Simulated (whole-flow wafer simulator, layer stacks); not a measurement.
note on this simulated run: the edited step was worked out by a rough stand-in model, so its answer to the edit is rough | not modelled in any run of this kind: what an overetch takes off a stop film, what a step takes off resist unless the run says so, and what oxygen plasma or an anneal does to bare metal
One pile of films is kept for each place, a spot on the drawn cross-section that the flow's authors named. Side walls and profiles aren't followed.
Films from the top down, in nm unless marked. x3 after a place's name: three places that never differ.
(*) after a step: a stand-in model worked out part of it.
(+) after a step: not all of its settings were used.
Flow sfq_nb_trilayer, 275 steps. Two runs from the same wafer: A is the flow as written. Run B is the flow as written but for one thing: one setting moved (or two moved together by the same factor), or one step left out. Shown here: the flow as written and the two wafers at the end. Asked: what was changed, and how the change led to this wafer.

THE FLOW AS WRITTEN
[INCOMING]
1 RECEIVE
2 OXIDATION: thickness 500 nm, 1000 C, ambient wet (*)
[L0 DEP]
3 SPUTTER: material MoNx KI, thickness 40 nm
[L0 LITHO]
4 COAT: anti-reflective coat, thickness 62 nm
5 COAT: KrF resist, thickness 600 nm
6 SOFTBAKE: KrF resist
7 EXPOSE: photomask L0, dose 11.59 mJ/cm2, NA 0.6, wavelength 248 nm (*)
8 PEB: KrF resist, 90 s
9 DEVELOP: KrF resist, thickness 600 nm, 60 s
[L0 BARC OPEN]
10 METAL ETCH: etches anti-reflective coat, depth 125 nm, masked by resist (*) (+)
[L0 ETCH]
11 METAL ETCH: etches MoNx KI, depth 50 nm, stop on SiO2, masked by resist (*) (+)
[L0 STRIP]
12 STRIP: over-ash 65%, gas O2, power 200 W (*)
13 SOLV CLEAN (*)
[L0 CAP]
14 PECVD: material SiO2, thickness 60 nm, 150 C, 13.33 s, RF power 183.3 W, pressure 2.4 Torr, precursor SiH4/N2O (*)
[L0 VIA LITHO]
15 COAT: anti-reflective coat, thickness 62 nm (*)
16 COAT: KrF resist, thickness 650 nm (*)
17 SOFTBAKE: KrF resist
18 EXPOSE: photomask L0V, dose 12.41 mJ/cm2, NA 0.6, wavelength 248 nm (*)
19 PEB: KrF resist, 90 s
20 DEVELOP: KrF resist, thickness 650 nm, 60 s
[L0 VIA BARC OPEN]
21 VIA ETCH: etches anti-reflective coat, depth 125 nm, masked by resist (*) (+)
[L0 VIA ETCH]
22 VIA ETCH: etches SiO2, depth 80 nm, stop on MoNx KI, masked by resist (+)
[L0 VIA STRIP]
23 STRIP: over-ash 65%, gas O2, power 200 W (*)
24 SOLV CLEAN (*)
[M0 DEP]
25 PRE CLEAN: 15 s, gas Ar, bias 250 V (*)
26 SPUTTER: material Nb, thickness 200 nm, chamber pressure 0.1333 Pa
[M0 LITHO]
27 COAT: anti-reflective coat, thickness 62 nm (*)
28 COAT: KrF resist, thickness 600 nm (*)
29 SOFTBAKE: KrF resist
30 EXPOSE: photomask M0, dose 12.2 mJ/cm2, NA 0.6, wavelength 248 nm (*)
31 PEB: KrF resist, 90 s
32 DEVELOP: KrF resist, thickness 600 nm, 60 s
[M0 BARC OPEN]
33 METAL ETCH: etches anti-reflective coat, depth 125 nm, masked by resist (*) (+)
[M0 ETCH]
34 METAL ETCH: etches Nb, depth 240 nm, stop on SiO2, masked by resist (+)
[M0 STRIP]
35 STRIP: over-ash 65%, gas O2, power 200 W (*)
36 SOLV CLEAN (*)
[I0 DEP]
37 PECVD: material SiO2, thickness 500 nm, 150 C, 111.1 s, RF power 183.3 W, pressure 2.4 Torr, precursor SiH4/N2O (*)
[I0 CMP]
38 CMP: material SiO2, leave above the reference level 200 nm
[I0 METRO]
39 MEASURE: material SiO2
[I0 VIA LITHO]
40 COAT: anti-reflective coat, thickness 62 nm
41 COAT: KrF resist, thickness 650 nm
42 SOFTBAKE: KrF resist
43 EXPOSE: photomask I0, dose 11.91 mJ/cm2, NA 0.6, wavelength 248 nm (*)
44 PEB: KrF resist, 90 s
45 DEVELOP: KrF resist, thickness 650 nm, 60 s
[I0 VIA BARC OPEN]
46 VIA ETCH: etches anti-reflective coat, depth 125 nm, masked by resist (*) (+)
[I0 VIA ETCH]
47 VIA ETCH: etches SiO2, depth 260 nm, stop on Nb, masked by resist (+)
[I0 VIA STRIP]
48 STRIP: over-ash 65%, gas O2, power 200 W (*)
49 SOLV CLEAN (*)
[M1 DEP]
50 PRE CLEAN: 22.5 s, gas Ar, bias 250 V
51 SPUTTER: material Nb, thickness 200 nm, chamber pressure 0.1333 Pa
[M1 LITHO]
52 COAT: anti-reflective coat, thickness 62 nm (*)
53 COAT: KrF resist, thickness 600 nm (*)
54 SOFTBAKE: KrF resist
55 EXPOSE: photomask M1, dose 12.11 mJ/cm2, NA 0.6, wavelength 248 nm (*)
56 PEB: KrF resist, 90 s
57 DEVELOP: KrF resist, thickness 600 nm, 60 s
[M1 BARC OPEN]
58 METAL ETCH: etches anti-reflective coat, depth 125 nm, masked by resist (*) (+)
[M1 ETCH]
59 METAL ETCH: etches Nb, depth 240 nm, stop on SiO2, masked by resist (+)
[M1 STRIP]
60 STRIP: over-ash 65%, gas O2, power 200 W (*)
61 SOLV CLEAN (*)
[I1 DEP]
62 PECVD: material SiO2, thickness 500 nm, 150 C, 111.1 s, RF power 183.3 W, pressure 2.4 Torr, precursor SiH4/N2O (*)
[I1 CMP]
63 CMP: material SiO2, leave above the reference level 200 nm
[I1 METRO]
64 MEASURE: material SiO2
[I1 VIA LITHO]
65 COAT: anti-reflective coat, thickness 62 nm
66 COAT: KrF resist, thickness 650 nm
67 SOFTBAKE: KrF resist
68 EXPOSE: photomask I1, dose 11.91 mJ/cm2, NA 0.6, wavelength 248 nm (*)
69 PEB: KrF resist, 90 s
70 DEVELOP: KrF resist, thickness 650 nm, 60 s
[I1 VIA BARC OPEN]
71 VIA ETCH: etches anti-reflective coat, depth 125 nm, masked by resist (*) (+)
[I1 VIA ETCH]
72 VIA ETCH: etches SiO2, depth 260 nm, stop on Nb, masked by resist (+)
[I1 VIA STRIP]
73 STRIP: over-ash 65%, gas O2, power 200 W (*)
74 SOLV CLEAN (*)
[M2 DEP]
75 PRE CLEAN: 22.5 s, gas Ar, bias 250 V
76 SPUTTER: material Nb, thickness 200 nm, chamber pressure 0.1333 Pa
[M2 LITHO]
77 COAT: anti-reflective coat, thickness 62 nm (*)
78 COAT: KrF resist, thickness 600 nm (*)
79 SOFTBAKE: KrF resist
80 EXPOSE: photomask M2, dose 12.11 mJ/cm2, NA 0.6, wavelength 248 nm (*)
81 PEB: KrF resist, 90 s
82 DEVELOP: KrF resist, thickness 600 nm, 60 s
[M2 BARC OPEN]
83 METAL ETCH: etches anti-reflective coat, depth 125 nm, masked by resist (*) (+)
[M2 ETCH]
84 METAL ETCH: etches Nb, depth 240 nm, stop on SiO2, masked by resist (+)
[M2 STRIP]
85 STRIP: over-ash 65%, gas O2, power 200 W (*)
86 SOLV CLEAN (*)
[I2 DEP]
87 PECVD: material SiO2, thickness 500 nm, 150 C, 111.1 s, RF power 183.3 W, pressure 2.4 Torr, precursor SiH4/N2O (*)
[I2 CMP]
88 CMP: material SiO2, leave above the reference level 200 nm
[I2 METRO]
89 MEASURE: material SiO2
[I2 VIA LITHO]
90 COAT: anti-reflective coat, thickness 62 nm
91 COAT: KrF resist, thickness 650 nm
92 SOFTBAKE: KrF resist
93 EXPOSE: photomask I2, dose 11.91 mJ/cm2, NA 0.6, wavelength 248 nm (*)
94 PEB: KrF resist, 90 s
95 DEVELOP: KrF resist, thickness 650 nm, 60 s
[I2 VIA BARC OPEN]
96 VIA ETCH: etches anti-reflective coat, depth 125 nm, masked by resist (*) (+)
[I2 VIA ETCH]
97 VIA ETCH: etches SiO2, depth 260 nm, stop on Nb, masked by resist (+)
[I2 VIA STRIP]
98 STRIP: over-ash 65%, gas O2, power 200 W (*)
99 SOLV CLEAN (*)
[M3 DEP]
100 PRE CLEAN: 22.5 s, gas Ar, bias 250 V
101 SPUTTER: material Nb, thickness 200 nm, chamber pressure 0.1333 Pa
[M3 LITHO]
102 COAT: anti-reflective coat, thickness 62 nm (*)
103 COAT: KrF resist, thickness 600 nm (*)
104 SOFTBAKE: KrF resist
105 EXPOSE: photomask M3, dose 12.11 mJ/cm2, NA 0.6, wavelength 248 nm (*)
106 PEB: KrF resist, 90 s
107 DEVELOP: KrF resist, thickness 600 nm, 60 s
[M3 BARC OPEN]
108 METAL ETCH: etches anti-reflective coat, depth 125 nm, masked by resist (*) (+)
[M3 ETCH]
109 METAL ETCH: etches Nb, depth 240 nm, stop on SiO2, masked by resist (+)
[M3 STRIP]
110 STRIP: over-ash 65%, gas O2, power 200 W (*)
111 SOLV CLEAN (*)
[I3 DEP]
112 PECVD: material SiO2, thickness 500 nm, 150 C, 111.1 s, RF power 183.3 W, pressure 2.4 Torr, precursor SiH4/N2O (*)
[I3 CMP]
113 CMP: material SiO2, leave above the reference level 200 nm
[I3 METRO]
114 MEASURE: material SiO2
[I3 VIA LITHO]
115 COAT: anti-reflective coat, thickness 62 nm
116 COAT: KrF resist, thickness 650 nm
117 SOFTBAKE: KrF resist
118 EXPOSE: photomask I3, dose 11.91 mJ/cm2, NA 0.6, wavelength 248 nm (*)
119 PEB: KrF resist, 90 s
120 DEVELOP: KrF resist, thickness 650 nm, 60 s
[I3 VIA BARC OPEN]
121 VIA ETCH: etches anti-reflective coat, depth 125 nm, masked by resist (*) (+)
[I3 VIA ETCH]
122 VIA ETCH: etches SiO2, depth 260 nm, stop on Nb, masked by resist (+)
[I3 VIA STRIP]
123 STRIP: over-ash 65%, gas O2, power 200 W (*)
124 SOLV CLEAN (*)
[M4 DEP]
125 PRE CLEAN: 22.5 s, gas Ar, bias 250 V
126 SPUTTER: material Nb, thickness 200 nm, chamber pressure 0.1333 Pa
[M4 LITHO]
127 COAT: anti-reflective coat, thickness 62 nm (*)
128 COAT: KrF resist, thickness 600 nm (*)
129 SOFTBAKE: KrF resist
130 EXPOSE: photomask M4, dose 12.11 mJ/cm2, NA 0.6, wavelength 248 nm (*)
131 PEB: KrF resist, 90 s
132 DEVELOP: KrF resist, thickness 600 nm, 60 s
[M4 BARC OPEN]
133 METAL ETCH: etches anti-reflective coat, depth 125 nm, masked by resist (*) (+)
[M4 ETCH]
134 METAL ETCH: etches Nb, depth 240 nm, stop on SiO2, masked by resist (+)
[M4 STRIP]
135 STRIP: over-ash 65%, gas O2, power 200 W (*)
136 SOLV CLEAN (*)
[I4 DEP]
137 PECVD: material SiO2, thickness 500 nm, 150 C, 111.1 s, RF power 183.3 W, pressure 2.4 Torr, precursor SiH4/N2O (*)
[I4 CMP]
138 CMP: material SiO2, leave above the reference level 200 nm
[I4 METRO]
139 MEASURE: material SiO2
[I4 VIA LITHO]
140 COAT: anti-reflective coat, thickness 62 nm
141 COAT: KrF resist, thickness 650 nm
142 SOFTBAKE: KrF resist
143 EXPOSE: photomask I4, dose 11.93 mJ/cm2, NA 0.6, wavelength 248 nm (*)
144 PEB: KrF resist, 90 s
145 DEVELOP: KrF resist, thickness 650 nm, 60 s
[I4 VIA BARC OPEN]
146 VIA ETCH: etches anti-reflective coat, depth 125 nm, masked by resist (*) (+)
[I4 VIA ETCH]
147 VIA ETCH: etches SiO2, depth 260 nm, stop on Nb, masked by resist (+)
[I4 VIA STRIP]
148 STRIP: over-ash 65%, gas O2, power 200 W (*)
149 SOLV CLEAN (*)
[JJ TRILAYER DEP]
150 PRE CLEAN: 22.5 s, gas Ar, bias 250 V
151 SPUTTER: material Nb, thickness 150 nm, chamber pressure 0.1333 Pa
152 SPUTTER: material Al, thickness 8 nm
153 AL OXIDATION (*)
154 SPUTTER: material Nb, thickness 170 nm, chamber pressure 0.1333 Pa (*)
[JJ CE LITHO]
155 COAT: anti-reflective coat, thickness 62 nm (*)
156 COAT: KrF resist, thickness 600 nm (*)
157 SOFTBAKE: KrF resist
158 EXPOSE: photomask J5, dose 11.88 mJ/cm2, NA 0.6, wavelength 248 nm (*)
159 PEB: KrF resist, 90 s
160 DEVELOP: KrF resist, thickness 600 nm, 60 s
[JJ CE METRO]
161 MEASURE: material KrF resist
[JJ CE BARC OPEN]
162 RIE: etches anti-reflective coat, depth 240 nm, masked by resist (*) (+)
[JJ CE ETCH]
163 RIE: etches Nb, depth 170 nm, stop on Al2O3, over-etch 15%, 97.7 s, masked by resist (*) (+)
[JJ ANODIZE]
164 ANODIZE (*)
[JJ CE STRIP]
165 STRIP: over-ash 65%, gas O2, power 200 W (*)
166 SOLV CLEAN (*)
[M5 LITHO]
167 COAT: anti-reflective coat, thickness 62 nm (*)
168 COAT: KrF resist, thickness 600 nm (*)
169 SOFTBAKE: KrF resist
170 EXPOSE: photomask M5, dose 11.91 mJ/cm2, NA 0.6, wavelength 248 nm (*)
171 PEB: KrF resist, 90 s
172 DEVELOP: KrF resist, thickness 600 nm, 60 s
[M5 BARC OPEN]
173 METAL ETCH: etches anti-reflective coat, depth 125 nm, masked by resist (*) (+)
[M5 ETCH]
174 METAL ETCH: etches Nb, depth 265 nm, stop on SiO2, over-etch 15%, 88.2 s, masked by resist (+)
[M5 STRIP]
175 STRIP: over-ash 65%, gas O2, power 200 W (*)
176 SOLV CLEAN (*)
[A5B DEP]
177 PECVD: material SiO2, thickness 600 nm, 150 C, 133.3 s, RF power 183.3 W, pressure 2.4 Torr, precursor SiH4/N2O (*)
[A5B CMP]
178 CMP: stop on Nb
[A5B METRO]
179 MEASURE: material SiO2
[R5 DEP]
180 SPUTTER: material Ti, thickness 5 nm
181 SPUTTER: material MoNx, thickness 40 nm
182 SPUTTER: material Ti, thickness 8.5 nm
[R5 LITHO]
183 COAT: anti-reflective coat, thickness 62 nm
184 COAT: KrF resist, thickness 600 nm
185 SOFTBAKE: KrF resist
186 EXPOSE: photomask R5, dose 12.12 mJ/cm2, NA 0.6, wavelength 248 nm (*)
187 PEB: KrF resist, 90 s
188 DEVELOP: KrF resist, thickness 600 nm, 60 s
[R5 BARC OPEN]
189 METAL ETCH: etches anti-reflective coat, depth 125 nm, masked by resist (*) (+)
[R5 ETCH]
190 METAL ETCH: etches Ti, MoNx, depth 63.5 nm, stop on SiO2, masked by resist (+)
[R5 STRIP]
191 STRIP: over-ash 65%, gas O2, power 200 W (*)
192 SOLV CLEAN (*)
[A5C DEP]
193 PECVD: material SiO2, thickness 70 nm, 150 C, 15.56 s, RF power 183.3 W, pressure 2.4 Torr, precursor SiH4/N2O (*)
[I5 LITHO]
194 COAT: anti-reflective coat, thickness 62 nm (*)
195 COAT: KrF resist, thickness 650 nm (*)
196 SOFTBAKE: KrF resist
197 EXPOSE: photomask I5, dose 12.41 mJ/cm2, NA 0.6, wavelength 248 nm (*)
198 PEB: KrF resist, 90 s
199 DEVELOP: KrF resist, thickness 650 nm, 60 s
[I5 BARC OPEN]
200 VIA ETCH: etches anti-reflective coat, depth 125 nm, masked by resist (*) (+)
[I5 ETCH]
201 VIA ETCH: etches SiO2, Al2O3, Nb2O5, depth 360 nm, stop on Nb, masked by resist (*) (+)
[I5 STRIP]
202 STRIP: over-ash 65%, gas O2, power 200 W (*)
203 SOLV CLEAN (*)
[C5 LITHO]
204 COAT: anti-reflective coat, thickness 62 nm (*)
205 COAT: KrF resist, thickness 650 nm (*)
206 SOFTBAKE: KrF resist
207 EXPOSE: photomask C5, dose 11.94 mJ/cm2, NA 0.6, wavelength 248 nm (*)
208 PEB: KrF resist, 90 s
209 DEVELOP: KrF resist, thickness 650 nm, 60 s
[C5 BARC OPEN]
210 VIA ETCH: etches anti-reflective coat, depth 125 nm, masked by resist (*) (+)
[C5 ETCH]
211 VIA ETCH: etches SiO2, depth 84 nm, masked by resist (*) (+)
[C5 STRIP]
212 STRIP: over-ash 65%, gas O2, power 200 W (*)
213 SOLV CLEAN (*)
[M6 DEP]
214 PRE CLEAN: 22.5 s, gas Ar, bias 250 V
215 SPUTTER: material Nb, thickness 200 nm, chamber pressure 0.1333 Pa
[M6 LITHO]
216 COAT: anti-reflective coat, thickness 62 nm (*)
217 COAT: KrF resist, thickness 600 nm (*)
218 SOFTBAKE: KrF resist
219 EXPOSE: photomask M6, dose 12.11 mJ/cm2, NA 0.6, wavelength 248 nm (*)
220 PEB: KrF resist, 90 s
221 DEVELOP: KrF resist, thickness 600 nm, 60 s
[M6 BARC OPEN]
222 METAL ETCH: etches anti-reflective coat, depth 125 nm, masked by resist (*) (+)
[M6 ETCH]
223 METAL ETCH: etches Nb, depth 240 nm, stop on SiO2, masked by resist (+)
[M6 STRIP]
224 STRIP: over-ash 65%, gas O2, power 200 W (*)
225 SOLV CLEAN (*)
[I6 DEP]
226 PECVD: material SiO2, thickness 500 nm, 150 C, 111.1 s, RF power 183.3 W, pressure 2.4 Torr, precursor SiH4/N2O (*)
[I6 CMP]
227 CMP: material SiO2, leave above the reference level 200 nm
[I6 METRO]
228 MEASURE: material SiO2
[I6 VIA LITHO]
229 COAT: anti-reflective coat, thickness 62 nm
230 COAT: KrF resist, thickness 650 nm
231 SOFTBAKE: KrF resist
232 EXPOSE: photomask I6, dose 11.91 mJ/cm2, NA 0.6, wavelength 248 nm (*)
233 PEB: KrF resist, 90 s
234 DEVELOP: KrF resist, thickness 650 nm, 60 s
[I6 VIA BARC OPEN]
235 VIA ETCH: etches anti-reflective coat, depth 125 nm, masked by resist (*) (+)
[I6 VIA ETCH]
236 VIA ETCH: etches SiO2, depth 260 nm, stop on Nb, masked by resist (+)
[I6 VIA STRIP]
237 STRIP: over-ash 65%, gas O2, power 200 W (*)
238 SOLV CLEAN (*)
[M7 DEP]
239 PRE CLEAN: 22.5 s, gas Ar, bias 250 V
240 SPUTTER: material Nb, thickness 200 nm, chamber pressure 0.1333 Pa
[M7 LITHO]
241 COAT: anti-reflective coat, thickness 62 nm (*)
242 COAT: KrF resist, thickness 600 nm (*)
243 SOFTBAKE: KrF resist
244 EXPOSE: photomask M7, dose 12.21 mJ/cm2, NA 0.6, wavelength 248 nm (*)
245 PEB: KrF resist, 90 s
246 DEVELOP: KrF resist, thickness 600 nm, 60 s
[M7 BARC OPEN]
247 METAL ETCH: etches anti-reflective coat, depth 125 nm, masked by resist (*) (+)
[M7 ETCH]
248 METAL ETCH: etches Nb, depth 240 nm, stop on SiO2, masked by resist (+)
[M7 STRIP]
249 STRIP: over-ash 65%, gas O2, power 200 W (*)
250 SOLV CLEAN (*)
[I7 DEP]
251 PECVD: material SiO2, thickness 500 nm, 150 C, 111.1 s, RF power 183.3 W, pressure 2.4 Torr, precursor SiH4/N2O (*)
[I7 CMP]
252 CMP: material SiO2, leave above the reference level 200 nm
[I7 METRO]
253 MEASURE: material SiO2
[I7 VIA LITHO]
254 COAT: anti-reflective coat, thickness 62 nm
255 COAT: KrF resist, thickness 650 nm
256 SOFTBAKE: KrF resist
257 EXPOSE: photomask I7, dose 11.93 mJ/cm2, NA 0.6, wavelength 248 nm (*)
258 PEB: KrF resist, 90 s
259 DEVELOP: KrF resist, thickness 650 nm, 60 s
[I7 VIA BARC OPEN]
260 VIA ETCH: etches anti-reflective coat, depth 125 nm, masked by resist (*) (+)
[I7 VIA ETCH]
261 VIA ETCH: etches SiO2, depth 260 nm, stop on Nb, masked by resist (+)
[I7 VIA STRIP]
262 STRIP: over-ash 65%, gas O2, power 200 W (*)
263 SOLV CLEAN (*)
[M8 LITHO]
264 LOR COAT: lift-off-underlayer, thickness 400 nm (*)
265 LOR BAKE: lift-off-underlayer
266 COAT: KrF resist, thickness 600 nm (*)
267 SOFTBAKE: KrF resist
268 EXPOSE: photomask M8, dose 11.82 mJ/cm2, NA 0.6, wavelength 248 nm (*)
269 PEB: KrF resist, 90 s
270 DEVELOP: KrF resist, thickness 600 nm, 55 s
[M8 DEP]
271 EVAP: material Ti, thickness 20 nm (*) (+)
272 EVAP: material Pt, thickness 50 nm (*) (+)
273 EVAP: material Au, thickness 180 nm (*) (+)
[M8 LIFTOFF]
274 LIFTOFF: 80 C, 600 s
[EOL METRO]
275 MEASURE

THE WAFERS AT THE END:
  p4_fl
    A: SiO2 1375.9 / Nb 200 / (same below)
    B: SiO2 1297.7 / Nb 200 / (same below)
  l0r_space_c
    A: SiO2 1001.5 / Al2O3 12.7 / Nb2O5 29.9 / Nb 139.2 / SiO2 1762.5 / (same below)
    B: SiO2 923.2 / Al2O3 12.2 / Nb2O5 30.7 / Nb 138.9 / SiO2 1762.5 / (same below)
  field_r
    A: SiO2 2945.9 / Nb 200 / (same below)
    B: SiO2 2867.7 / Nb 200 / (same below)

The cause: step 154, SPUTTER: thickness 91.8 nm was run, where the flow has thickness 170 nm.

How the change led to this, step by step:
  154 SPUTTER: material Nb, thickness 170 nm, chamber pressure 0.1333 Pa (*)
      field_l, v_sur, via_sp and 100 more: A Nb +170 (new film) | B Nb +91.8 (new film)
      via_wl, via_wr: A Nb +140.7 (new film) | B Nb +75.8 (new film)
      (and at 1 more place)
  155 COAT: anti-reflective coat, thickness 62 nm (*)
      via_wl, via_wr: A anti-reflective coat +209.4 (new film) | B anti-reflective coat +190.7 (new film)
      via_w: A anti-reflective coat +97.4 (new film) | B anti-reflective coat +91.8 (new film)
  162 RIE: etches anti-reflective coat, depth 240 nm, masked by resist (*) (+)
      ce_l, c5j, ce_r, wl_jj: A KrF resist -209.4 | B KrF resist -190.7
      via_wl, via_wr: A anti-reflective coat -209.4 (all of it) | B anti-reflective coat -190.7 (all of it)
      (and at 1 more place)
  163 RIE: etches Nb, depth 170 nm, stop on Al2O3, over-etch 15%, 97.7 s, masked by resist (*) (+)
      field_l, v_sur, via_sp and 96 more: A Nb -170 (all of it), Al2O3 -0.51 | B Nb -91.8 (all of it), Al2O3 -0.96 (all of it)
      via_wl, via_wr: A Nb -140.7 (all of it), Al2O3 -0.96 (all of it) | B Nb -75.8 (all of it), Al2O3 -0.96 (all of it)
      (and at 1 more place)
  164 ANODIZE (*)
      field_l, v_sur, via_sp and 96 more: A Al2O3 +12.2, Nb2O5 +29.9 (new film), Al -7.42 (all of it), Nb -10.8 | B Al2O3 +12.2 (new film), Nb2O5 +30.7 (new film), Al -7.42 (all of it), Nb -11.1
  165 STRIP: over-ash 65%, gas O2, power 200 W (*)
      ce_l: A KrF resist -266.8 (all of it), anti-reflective coat -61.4 (all of it) | B KrF resist -285.5 (all of it), anti-reflective coat -61.5 (all of it)
      c5j: A KrF resist -266.9 (all of it), anti-reflective coat -61.5 (all of it) | B KrF resist -285.6 (all of it), anti-reflective coat -61.5 (all of it)
      (and at 2 more places)
  167 COAT: anti-reflective coat, thickness 62 nm (*)
      wl_j_sl, wl_j_sr: A anti-reflective coat +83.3 (new film) | B anti-reflective coat +73.3 (new film)
      gap: A anti-reflective coat +58.9 (new film) | B anti-reflective coat +61.1 (new film)
      (and at 8 more places)
  168 COAT: KrF resist, thickness 600 nm (*)
      ce_l: A KrF resist +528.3 (new film) | B KrF resist +571.8 (new film)
      c5j: A KrF resist +507.6 (new film) | B KrF resist +557.7 (new film)
      (and at 2 more places)
  173 METAL ETCH: etches anti-reflective coat, depth 125 nm, masked by resist (*) (+)
      wl_a_sl: A anti-reflective coat -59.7 (all of it), Al2O3 -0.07 | B anti-reflective coat -61.8 (all of it)
  174 METAL ETCH: etches Nb, depth 265 nm, stop on SiO2, over-etch 15%, 88.2 s, masked by resist (+)
      field_l, r_sur, res and 50 more: A Al2O3 -12.6 (all of it), Nb2O5 -29.9 (all of it), Nb -139.2 (all of it), SiO2 -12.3 | B Al2O3 -12.2 (all of it), Nb2O5 -30.7 (all of it), Nb -138.9 (all of it), SiO2 -12.3
  175 STRIP: over-ash 65%, gas O2, power 200 W (*)
      wl_j_sl, wl_j_sr: A KrF resist -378 (all of it), anti-reflective coat -83.3 (all of it) | B KrF resist -372.1 (all of it), anti-reflective coat -73.3 (all of it)
      gap: A KrF resist -383.4 (all of it), anti-reflective coat -58.9 (all of it) | B KrF resist -374.6 (all of it), anti-reflective coat -61.1 (all of it)
      (and at 7 more places)
  178 CMP: stop on Nb
      v_sur, via_sp, via_v and 43 more: A SiO2 -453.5 | B SiO2 -531.8
      field_l, p4_fl, p4_fm and 39 more: A SiO2 -259.3 | B SiO2 -337.5
      (and at 14 more places)
  201 VIA ETCH: etches SiO2, Al2O3, Nb2O5, depth 360 nm, stop on Nb, masked by resist (*) (+)
      be: A SiO2 -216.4 (all of it), Al2O3 -12.7 (all of it), Nb2O5 -29.9 (all of it) | B SiO2 -138.1 (all of it), Al2O3 -12.2 (all of it), Nb2O5 -30.7 (all of it)
  204 COAT: anti-reflective coat, thickness 62 nm (*)
      wire: A anti-reflective coat +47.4 (new film) | B anti-reflective coat +49.7 (new film)
      be: A anti-reflective coat +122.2 (new film) | B anti-reflective coat +110.7 (new film)
      (and at 1 more place)
  205 COAT: KrF resist, thickness 650 nm (*)
      be: A KrF resist +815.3 (new film) | B KrF resist +759.6 (new film)
  212 STRIP: over-ash 65%, gas O2, power 200 W (*)
      wire: A KrF resist -555.8 (all of it), anti-reflective coat -47.4 (all of it) | B KrF resist -560.2 (all of it), anti-reflective coat -49.7 (all of it)
      be: A KrF resist -728.2 (all of it), anti-reflective coat -122.2 (all of it) | B KrF resist -672.4 (all of it), anti-reflective coat -110.7 (all of it)
      (and at 1 more place)
  ... 4 more steps ...
  226 PECVD: material SiO2, thickness 500 nm, 150 C, 111.1 s, RF power 183.3 W, pressure 2.4 Torr, precursor SiH4/N2O (*)
      be: A SiO2 +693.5 (new film) | B SiO2 +597.3 (new film)
